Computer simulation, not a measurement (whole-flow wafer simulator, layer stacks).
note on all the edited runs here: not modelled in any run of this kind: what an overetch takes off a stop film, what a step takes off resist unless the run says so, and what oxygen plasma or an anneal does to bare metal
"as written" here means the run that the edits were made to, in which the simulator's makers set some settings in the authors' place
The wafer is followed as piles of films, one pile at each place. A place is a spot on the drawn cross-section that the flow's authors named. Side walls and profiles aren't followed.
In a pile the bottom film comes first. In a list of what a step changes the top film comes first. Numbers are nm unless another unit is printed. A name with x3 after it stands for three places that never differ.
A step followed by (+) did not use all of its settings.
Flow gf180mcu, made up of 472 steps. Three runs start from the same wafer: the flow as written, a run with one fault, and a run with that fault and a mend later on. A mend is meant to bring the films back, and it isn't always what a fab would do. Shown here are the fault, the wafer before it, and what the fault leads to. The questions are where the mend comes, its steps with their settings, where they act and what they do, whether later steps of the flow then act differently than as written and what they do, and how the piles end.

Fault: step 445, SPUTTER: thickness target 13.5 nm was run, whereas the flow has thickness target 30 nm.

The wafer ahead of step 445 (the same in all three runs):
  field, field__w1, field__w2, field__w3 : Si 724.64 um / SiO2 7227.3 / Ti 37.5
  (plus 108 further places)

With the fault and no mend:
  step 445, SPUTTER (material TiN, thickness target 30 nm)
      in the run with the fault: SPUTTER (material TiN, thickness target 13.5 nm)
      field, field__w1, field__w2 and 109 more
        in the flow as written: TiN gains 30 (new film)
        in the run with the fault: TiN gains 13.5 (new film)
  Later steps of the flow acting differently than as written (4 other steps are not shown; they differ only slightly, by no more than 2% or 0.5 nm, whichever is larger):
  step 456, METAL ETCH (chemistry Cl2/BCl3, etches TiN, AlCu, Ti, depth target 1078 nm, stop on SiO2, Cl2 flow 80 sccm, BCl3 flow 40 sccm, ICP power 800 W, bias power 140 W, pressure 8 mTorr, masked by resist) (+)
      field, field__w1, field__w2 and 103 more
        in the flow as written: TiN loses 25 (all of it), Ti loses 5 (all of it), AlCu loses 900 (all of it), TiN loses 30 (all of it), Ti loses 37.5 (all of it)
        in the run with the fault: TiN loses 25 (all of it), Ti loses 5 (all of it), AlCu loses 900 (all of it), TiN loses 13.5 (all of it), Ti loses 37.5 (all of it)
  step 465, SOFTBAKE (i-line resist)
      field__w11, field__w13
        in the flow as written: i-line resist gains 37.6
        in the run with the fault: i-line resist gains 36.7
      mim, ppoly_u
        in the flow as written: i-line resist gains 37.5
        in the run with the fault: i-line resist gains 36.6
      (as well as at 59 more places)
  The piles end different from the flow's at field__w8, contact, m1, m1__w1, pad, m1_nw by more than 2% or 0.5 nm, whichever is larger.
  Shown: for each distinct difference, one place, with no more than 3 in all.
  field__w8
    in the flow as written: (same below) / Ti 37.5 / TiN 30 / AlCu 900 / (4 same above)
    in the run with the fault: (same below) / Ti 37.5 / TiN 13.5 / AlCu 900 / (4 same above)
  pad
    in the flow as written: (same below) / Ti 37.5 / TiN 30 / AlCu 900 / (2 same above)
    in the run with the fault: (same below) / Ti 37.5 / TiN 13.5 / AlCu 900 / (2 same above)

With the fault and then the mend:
  The mend follows step 445.
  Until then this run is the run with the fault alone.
  step 445a, SPUTTER (material TiN, thickness target 16.5 nm) (a further turn of the flow's step 445, with different settings)
      field, field__w1, field__w2 and 109 more
        TiN gains 16.5
  Later steps of the flow that are run all act as written at every place that is followed.
  The piles end the same as the flow's at every place that both follow.
